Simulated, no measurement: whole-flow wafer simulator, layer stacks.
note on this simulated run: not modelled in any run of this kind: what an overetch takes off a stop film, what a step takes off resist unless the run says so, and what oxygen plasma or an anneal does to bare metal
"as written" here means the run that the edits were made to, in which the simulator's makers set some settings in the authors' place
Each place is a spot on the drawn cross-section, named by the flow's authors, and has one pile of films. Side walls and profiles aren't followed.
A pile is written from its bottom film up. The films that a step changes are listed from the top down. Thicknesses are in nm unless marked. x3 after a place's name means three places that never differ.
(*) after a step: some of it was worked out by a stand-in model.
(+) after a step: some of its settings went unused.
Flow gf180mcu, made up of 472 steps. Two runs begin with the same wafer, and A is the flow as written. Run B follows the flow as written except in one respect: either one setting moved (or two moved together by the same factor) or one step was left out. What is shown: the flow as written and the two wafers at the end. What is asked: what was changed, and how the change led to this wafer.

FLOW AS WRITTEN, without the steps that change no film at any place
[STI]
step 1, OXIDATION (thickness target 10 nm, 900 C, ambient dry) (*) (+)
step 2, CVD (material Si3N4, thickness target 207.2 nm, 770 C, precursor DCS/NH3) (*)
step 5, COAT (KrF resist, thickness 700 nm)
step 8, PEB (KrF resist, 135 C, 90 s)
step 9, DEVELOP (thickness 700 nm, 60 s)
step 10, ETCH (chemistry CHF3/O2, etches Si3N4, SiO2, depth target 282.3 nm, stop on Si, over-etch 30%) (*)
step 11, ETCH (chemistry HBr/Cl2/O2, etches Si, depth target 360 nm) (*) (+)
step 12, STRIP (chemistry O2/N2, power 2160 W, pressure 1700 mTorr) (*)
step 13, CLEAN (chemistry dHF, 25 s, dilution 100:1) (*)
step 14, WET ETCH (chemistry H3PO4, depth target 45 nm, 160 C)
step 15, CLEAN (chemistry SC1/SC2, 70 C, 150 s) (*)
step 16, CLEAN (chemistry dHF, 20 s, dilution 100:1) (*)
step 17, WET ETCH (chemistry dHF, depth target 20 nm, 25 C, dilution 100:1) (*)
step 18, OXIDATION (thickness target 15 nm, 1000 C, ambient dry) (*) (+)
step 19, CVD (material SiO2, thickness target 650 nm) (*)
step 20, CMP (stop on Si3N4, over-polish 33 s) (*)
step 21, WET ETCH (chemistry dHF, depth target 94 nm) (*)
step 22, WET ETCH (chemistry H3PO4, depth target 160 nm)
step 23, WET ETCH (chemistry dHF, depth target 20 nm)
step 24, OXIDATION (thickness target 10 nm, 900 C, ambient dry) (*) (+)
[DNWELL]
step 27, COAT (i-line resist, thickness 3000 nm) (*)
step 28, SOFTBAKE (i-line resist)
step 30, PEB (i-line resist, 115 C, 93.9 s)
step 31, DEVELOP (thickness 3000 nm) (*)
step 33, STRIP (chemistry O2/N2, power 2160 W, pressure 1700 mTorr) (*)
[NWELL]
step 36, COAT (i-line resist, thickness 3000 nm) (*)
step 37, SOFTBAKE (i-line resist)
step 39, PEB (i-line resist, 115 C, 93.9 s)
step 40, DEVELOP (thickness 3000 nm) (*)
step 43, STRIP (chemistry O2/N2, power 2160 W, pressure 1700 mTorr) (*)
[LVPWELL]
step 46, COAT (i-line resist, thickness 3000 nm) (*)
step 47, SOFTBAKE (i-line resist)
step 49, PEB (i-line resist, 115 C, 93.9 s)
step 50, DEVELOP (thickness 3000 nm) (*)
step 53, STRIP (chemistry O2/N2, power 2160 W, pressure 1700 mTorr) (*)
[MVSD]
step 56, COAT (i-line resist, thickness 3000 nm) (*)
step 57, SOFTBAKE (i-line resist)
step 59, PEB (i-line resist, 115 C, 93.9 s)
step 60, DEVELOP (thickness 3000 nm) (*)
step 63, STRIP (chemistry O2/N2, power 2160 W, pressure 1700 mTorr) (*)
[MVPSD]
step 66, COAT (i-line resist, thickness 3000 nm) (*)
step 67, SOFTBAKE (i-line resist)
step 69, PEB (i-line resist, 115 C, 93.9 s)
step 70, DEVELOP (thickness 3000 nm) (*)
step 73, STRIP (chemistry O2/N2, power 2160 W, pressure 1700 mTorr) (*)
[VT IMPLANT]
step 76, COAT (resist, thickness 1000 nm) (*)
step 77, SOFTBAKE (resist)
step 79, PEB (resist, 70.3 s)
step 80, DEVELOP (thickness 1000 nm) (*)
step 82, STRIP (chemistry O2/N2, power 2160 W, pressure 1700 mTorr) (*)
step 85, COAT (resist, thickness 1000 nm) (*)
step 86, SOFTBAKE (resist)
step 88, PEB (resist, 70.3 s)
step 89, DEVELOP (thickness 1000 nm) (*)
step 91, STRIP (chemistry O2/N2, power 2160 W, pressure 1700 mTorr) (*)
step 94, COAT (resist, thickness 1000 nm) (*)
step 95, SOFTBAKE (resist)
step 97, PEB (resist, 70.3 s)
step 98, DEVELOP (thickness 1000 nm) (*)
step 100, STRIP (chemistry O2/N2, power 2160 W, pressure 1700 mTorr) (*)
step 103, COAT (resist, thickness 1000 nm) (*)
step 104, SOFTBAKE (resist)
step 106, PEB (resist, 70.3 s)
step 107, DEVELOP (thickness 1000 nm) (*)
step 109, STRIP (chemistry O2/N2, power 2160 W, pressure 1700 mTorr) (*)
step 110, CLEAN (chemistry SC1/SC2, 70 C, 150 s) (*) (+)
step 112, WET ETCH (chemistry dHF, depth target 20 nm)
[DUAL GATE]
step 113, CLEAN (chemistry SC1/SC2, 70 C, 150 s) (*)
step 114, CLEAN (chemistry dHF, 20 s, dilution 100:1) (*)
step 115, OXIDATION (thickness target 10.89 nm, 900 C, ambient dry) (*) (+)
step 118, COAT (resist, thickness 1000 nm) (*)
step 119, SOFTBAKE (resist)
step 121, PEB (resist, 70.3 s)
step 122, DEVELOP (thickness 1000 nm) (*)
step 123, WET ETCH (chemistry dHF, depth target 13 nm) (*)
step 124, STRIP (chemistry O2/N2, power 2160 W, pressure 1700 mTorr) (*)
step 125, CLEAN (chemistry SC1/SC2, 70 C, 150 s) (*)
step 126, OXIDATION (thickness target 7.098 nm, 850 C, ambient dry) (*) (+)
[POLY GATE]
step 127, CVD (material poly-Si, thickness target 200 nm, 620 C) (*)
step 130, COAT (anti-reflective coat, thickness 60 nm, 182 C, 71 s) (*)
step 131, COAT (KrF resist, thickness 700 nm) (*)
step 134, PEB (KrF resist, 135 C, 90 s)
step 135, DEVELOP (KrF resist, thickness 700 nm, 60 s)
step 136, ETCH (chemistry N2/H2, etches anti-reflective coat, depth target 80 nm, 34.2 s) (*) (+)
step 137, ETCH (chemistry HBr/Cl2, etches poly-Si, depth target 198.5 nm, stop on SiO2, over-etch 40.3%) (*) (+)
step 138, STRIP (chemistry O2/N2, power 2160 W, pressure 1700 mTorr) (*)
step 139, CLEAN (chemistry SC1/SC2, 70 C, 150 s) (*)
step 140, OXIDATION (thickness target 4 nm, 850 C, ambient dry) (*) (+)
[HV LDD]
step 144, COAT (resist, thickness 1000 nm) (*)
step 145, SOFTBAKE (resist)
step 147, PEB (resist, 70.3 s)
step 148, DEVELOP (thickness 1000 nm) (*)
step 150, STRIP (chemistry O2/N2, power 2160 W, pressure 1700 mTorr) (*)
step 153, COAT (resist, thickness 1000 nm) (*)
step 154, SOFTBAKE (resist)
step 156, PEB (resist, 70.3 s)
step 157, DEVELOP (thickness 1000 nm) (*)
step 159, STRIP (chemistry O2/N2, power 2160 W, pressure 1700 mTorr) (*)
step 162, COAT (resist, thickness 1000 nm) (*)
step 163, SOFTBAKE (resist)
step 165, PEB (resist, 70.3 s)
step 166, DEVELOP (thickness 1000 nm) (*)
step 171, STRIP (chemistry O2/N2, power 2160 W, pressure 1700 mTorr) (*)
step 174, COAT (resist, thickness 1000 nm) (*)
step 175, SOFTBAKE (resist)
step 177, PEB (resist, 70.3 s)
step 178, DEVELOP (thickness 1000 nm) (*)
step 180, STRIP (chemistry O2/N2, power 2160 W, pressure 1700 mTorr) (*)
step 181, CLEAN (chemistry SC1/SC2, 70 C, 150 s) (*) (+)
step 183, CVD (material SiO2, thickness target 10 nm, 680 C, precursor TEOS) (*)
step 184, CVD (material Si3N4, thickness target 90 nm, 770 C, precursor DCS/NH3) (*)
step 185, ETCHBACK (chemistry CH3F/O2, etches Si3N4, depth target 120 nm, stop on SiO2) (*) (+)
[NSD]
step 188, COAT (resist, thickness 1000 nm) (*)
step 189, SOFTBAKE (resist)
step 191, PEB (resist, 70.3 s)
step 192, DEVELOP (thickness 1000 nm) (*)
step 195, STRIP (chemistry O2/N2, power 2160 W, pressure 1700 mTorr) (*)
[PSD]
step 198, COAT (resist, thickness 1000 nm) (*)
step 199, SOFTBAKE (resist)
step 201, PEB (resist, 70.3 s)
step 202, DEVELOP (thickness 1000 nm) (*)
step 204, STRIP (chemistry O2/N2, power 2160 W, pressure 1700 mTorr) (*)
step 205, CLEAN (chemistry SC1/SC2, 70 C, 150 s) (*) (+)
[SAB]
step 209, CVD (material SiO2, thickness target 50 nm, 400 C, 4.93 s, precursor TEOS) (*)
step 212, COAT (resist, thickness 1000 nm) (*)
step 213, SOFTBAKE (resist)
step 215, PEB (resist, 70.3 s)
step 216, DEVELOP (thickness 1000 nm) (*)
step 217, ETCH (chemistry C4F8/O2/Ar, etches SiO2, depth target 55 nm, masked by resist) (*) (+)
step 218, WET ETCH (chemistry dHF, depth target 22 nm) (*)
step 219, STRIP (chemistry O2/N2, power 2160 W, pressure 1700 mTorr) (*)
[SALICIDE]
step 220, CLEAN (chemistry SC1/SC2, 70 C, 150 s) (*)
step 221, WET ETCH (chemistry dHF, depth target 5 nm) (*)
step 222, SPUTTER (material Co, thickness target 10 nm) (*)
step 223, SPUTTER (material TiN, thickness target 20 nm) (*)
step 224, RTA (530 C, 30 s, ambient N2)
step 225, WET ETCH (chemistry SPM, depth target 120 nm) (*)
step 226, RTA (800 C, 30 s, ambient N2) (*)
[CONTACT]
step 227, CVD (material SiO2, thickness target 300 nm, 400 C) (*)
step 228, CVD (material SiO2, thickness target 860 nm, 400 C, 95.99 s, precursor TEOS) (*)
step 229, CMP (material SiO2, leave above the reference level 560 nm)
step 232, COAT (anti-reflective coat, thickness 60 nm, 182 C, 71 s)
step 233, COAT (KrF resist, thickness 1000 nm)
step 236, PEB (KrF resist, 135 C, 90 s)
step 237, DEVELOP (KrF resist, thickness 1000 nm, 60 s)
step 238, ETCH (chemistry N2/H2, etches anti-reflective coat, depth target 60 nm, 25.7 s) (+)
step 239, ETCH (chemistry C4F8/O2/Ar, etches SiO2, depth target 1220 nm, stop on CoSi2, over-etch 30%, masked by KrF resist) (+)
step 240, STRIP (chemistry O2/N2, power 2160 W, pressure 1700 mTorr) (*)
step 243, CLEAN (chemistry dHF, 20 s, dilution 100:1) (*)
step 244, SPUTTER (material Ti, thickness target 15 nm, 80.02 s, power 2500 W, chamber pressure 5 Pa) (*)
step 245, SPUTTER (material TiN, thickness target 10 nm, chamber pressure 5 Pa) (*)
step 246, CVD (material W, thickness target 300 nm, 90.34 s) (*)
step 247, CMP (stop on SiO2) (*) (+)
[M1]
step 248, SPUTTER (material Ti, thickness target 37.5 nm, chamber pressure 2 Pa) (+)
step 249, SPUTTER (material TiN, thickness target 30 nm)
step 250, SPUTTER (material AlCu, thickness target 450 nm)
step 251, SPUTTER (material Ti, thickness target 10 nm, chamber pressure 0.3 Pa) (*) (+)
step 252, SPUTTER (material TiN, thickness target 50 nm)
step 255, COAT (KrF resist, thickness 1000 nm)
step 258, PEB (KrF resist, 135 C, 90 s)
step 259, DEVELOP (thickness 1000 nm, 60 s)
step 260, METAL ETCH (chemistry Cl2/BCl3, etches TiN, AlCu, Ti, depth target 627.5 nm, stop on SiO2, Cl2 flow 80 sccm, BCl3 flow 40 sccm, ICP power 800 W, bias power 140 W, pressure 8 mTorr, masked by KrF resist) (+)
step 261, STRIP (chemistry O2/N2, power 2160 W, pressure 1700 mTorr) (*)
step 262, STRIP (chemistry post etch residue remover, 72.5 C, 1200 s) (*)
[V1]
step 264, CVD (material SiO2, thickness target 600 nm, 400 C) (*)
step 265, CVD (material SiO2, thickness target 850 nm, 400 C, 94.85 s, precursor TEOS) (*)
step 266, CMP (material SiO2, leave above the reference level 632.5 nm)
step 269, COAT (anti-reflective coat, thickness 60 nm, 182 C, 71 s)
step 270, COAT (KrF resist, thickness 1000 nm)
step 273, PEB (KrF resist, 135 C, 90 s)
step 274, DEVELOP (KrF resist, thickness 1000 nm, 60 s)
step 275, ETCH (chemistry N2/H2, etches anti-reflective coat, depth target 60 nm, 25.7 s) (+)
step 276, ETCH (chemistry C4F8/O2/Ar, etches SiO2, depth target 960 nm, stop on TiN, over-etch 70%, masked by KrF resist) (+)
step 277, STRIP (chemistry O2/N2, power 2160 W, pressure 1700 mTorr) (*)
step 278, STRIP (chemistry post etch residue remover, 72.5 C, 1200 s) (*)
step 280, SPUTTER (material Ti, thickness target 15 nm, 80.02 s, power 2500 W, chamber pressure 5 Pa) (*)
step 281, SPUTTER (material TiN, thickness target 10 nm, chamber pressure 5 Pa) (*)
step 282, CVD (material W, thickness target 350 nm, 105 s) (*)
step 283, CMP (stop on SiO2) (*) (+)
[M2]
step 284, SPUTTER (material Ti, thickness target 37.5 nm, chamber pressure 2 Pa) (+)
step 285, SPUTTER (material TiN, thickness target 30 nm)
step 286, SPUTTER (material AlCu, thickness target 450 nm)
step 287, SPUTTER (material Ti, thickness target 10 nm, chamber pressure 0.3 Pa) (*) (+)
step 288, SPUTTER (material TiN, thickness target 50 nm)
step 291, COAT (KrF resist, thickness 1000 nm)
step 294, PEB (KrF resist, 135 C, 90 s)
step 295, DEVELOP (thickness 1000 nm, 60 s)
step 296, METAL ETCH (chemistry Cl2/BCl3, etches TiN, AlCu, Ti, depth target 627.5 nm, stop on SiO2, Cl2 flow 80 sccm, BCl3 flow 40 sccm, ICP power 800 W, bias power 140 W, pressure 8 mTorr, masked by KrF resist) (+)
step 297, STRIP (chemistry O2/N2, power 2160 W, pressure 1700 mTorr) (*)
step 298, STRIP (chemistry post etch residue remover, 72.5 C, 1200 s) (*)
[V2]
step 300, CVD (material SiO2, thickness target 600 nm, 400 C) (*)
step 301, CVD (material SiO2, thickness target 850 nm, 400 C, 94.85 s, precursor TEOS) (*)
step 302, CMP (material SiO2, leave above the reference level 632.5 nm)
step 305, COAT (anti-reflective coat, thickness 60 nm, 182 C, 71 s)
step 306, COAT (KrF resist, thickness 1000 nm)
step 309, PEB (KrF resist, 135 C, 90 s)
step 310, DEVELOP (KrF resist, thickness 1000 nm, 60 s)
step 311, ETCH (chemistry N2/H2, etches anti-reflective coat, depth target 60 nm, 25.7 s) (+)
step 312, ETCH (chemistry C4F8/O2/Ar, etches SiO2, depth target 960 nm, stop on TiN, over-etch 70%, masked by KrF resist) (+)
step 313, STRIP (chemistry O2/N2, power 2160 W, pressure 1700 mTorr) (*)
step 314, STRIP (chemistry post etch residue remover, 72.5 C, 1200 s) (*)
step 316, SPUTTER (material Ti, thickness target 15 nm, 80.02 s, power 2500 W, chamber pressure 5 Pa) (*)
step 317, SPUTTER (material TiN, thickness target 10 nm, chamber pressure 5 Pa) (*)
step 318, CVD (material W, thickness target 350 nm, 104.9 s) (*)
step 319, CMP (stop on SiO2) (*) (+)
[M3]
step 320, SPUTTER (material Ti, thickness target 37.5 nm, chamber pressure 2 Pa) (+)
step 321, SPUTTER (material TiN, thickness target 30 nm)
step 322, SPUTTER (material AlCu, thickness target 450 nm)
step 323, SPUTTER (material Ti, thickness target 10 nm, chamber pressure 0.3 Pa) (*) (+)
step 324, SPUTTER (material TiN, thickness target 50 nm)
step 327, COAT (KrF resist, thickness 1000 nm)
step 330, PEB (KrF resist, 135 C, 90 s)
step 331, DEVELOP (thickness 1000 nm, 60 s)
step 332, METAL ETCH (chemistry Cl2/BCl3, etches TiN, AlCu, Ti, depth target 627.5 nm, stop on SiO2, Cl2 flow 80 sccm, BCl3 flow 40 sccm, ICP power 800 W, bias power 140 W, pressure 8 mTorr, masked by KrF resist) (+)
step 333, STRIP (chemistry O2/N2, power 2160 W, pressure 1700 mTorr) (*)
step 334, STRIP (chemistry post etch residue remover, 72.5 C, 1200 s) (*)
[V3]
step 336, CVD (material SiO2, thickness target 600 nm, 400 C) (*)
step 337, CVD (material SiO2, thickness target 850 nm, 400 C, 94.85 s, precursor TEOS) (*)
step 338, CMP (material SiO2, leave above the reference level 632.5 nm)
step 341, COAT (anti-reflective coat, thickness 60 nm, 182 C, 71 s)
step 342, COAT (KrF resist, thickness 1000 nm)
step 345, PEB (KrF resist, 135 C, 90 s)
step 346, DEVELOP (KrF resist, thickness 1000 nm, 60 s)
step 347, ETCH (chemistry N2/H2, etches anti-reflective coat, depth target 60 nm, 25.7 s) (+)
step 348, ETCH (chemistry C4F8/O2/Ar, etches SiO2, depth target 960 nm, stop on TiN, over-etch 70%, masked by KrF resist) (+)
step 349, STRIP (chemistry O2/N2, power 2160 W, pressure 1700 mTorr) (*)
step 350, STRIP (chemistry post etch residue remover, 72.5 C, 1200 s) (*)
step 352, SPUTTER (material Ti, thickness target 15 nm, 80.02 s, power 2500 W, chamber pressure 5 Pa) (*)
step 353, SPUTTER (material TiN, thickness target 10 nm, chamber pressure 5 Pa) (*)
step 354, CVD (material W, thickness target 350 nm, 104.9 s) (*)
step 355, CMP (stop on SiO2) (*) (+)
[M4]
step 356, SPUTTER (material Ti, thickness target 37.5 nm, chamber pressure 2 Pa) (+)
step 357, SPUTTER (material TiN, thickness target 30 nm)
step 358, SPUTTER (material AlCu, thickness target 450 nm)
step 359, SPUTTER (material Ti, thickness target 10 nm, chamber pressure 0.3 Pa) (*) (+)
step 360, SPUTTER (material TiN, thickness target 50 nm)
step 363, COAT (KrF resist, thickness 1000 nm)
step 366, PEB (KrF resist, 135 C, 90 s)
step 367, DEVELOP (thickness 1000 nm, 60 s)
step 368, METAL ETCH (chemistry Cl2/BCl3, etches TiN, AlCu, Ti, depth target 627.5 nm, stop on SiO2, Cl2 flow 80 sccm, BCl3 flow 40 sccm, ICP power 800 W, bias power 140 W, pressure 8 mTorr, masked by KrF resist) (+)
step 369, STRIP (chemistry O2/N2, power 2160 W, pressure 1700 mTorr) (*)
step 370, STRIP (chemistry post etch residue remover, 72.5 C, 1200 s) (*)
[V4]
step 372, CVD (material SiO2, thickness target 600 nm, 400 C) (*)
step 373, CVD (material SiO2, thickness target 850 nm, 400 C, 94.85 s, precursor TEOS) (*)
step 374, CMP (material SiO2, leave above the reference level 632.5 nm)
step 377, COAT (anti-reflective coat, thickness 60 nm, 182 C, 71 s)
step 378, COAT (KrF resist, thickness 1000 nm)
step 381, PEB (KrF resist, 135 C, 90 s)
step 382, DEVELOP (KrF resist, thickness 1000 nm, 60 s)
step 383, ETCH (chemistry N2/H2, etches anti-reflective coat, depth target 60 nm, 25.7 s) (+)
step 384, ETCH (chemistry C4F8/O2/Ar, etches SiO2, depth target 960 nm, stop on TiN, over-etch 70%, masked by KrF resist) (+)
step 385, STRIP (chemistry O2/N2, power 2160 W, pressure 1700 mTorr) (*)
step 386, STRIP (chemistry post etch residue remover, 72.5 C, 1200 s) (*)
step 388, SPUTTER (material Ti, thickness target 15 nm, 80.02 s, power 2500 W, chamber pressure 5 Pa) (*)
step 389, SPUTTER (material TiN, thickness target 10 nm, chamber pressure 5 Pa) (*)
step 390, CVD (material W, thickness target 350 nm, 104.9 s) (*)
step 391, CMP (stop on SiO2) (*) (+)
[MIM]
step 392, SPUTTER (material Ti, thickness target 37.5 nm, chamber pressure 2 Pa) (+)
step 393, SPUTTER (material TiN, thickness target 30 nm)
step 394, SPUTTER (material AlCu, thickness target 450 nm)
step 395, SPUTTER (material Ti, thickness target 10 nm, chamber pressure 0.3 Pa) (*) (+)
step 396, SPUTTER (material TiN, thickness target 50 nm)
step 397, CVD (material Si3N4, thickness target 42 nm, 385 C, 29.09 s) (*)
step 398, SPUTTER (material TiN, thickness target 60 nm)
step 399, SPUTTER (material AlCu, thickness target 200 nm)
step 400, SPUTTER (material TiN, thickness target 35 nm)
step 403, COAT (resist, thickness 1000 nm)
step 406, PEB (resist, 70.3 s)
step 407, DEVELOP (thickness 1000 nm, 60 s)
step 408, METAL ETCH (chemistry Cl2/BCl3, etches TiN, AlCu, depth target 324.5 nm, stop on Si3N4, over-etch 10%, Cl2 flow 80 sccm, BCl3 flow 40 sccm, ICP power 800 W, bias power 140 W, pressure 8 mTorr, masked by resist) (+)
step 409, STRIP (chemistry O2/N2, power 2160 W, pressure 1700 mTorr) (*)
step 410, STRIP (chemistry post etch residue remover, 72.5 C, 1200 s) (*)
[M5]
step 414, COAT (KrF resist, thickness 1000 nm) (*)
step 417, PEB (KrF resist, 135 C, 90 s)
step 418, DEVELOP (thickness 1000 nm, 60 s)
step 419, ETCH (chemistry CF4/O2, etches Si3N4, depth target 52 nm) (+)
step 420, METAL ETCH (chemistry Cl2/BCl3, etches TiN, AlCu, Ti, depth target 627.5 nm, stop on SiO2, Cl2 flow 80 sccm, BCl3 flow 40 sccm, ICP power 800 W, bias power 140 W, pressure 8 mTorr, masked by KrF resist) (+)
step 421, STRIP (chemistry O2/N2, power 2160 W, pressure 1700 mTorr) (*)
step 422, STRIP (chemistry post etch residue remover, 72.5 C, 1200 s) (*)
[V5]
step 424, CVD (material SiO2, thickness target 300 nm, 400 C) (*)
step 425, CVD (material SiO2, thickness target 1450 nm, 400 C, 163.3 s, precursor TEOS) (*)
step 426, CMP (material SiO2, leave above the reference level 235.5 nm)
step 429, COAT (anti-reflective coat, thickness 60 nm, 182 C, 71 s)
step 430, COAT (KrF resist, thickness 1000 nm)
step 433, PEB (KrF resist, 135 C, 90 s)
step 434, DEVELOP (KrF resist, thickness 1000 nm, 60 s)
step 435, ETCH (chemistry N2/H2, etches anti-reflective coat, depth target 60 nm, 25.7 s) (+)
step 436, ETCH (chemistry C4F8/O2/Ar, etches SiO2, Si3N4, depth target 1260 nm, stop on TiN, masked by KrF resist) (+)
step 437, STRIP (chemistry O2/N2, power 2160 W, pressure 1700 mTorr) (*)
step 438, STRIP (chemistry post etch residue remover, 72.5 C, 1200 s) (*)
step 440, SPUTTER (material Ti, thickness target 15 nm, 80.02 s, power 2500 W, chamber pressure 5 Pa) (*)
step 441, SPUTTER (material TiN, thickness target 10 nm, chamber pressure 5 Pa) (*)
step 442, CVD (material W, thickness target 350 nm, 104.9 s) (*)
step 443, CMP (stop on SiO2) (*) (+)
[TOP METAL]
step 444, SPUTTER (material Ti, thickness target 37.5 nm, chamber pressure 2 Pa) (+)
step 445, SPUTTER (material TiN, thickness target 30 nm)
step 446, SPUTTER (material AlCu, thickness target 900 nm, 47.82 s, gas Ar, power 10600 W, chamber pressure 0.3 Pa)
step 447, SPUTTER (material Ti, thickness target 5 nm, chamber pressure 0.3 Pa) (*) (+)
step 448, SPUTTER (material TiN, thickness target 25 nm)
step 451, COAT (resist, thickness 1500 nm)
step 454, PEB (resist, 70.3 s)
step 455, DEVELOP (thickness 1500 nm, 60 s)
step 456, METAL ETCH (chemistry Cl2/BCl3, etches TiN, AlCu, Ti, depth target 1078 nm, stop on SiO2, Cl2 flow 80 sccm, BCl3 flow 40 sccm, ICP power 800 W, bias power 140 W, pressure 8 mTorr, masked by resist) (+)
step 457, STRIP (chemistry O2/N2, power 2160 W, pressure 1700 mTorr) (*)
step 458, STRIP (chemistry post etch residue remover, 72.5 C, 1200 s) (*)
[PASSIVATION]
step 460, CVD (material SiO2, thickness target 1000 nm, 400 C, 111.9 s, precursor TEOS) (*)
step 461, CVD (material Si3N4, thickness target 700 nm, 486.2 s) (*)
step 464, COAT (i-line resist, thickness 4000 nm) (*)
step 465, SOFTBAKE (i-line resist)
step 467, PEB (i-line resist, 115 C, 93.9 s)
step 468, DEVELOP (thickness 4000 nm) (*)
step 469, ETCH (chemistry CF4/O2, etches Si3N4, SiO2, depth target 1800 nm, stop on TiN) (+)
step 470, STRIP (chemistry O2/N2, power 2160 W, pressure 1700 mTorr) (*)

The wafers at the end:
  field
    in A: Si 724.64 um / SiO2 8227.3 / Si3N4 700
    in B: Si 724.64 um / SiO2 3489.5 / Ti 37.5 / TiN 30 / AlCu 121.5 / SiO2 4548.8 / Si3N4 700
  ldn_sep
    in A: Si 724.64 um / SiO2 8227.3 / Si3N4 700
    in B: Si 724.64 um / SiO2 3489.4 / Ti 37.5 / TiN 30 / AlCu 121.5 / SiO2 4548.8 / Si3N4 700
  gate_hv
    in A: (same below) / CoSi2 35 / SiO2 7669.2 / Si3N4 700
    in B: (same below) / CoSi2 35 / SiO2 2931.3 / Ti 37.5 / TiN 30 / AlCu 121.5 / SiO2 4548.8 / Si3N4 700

The reason: step 332, METAL ETCH: depth target 382.8 nm was run, while the flow as written has depth target 627.5 nm.

Step by step, how the change led to this:
  step 332, METAL ETCH (chemistry Cl2/BCl3, etches TiN, AlCu, Ti, depth target 627.5 nm, stop on SiO2, Cl2 flow 80 sccm, BCl3 flow 40 sccm, ICP power 800 W, bias power 140 W, pressure 8 mTorr, masked by KrF resist) (+)
      field, field__w1, field__w2 and 103 more: A TiN loses 50 (all of it), Ti loses 10 (all of it), AlCu loses 450 (all of it), TiN loses 30 (all of it), Ti loses 37.5 (all of it) | B TiN loses 50 (all of it), Ti loses 10 (all of it), AlCu loses 322.8
      field__w8, contact, m1, m1__w1, m1_nw: A KrF resist loses 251 | B KrF resist loses 153.1
  step 333, STRIP (chemistry O2/N2, power 2160 W, pressure 1700 mTorr) (*)
      field__w8, contact, m1, m1__w1, m1_nw: A KrF resist loses 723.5 (all of it) | B KrF resist loses 821.4 (all of it)
  step 334, STRIP (chemistry post etch residue remover, 72.5 C, 1200 s) (*)
      field, field__w1, field__w2 and 103 more: A nothing | B AlCu loses 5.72
  step 336, CVD (material SiO2, thickness target 600 nm, 400 C) (*)
      field, field__w1, field__w2 and 103 more: A SiO2 gains 600 | B SiO2 gains 600 (new film)
  step 338, CMP (material SiO2, leave above the reference level 632.5 nm)
      field, field__w1, field__w2 and 103 more: A SiO2 loses 300 | B SiO2 loses 489
If metal films that touch count as one body, field has 1 body; the flow as written gives 0 bodies.
If metal films that touch count as one body, ldn_sep has 1 body; the flow as written gives 0 bodies.
If metal films that touch count as one body, gate_hv has 2 bodies (between them, from the top down: SiO2 2931.3); the flow as written gives 1 body.
